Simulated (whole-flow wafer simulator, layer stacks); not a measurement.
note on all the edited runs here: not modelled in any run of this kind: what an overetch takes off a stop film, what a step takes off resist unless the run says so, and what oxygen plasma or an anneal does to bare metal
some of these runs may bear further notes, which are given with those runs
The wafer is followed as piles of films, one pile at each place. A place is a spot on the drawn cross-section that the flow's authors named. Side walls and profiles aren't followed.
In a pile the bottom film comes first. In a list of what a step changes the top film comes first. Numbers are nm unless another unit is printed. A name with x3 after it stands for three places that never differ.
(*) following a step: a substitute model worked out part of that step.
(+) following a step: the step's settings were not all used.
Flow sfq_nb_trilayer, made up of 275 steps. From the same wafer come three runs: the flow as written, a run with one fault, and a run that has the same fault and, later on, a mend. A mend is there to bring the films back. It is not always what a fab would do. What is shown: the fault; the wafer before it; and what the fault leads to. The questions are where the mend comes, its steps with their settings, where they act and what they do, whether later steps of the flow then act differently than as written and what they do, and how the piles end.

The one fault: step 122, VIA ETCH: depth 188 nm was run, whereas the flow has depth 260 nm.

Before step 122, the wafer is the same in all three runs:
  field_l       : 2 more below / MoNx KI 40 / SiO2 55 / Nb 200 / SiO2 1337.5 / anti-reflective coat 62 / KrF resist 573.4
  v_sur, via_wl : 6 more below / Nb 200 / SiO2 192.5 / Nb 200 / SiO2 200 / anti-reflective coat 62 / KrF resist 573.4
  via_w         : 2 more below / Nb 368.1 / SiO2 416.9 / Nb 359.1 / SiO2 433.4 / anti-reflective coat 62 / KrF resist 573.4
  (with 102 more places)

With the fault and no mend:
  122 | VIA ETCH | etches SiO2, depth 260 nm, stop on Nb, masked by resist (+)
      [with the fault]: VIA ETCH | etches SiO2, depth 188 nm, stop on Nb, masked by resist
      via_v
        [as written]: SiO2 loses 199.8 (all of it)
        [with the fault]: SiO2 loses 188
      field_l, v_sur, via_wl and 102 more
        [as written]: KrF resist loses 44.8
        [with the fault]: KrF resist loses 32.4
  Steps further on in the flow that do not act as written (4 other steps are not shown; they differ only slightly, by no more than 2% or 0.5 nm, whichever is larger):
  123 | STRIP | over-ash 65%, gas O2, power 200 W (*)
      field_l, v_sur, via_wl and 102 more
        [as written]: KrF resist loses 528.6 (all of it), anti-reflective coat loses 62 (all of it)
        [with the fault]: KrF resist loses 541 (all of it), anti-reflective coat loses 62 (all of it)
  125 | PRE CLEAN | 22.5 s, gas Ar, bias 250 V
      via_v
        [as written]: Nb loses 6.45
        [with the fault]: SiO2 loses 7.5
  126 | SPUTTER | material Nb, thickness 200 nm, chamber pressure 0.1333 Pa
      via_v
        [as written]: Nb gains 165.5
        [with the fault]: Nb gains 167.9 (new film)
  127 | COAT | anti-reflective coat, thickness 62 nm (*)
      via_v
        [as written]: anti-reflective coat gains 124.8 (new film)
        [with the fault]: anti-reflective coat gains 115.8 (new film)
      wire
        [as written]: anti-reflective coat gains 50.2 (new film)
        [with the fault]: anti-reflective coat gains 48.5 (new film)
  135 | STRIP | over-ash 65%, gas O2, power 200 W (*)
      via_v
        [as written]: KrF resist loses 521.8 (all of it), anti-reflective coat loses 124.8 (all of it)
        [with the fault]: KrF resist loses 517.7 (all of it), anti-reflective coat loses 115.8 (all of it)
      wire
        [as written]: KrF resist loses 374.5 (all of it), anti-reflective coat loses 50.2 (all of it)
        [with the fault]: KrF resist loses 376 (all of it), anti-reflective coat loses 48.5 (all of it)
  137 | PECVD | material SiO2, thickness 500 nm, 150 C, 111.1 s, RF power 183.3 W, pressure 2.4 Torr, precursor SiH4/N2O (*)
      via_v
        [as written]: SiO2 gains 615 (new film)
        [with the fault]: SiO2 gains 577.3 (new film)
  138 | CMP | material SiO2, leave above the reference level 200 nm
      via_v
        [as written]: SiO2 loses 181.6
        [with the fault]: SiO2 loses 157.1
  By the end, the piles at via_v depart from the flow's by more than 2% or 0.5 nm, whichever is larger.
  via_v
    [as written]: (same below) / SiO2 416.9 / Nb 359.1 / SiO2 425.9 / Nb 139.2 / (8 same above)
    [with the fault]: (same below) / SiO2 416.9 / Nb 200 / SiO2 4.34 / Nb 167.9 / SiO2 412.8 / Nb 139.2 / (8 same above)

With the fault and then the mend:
  The mend follows step 122.
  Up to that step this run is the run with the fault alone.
  122a | VIA ETCH | etches SiO2, depth 72 nm, stop on Nb, masked by resist (+) (the flow's step 122 again, with other settings)
      field_l, v_sur, via_wl and 102 more
        KrF resist loses 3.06
      via_v
        SiO2 loses 11.8 (all of it)
  Later steps of the flow that are run all act as written at every place that is followed, up to a difference of at most 2% or 0.5 nm, whichever is larger.
  At every place that both follow, the piles at the end match the flow's.
